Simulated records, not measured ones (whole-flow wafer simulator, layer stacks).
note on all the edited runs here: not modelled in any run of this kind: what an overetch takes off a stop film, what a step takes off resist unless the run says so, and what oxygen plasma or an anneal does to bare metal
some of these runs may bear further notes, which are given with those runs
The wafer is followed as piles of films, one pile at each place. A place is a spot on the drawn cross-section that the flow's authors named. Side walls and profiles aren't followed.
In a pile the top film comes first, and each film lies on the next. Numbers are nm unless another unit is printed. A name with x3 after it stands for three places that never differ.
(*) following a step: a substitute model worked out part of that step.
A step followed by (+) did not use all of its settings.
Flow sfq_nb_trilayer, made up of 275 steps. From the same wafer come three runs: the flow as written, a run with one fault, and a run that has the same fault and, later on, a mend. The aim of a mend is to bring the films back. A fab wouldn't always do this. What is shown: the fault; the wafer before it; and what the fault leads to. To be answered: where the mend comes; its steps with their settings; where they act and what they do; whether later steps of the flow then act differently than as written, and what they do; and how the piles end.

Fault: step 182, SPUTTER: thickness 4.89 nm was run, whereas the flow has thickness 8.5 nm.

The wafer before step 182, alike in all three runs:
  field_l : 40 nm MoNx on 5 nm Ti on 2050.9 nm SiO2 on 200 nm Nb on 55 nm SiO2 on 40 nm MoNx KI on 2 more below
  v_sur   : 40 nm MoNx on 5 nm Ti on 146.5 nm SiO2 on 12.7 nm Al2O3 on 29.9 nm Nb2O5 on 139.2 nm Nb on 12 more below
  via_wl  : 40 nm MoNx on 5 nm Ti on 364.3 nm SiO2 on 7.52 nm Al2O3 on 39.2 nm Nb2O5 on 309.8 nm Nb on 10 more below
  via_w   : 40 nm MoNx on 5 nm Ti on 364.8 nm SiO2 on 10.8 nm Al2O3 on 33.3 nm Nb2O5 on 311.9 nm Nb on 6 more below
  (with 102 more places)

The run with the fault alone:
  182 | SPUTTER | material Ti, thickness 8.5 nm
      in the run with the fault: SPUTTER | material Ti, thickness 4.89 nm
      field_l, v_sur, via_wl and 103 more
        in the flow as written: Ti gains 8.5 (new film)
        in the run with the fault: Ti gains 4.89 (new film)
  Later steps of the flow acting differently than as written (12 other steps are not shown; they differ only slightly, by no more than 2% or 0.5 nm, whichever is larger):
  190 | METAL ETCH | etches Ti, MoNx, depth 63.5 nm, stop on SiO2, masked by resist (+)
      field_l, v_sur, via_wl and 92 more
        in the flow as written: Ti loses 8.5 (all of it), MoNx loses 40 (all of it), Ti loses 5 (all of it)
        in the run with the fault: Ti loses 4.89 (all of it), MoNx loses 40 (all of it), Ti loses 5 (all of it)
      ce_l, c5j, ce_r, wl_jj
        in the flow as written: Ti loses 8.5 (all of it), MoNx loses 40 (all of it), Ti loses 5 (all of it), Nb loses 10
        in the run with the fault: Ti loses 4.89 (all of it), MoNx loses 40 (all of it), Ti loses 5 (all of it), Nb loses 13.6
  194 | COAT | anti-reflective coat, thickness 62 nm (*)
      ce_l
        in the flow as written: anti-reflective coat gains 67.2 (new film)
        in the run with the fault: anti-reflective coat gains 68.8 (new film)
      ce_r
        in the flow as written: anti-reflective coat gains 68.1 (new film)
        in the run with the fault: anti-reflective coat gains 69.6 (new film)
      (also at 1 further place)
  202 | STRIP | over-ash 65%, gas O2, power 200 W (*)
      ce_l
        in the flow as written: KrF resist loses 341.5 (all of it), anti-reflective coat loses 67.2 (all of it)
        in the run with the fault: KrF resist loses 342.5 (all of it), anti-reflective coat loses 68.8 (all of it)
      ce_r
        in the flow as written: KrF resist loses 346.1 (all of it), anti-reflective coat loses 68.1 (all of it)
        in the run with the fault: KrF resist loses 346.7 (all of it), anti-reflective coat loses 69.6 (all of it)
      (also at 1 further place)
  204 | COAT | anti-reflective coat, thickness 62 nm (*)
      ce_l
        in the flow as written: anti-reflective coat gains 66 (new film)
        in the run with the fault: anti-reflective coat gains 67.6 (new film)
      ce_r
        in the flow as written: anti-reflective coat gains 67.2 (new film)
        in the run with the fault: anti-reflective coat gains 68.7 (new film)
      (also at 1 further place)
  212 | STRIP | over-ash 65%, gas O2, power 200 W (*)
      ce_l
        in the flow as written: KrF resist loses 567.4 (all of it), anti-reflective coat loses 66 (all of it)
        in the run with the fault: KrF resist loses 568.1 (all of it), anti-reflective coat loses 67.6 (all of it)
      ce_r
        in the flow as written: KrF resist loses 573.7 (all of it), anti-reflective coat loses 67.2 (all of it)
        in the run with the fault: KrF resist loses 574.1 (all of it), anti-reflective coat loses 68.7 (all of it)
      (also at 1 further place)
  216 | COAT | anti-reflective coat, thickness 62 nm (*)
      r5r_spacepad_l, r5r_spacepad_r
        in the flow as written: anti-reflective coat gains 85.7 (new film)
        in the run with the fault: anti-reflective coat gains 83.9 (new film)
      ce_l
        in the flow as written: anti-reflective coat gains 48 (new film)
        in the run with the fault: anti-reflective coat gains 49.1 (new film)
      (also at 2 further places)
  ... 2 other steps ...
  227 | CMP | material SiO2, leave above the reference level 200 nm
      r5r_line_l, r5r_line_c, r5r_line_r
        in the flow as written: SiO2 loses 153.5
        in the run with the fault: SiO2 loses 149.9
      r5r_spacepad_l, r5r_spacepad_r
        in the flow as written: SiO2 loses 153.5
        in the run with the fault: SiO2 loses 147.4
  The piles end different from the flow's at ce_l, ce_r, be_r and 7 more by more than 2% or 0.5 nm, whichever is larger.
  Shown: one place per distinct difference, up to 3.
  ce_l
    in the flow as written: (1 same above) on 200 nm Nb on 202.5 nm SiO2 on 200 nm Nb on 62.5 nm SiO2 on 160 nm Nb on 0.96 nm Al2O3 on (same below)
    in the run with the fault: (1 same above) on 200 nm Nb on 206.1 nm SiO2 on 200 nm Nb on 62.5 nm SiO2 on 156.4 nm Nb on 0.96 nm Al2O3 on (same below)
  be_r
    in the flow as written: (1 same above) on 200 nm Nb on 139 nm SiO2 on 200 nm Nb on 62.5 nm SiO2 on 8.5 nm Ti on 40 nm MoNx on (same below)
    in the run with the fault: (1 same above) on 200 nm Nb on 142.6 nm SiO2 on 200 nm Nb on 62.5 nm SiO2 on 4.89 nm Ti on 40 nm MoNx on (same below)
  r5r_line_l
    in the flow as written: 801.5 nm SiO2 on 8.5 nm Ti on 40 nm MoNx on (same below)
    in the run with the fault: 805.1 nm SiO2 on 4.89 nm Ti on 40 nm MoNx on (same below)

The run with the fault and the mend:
  The mend stands after step 182.
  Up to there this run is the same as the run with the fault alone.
  182a | SPUTTER | material Ti, thickness 3.61 nm (the flow's step 182, run once more with other settings)
      field_l, v_sur, via_wl and 103 more
        Ti gains 3.61
  None of the later steps of the flow acts differently than as written at any place that is followed.
  The piles end the same as the flow's at every place that both follow.
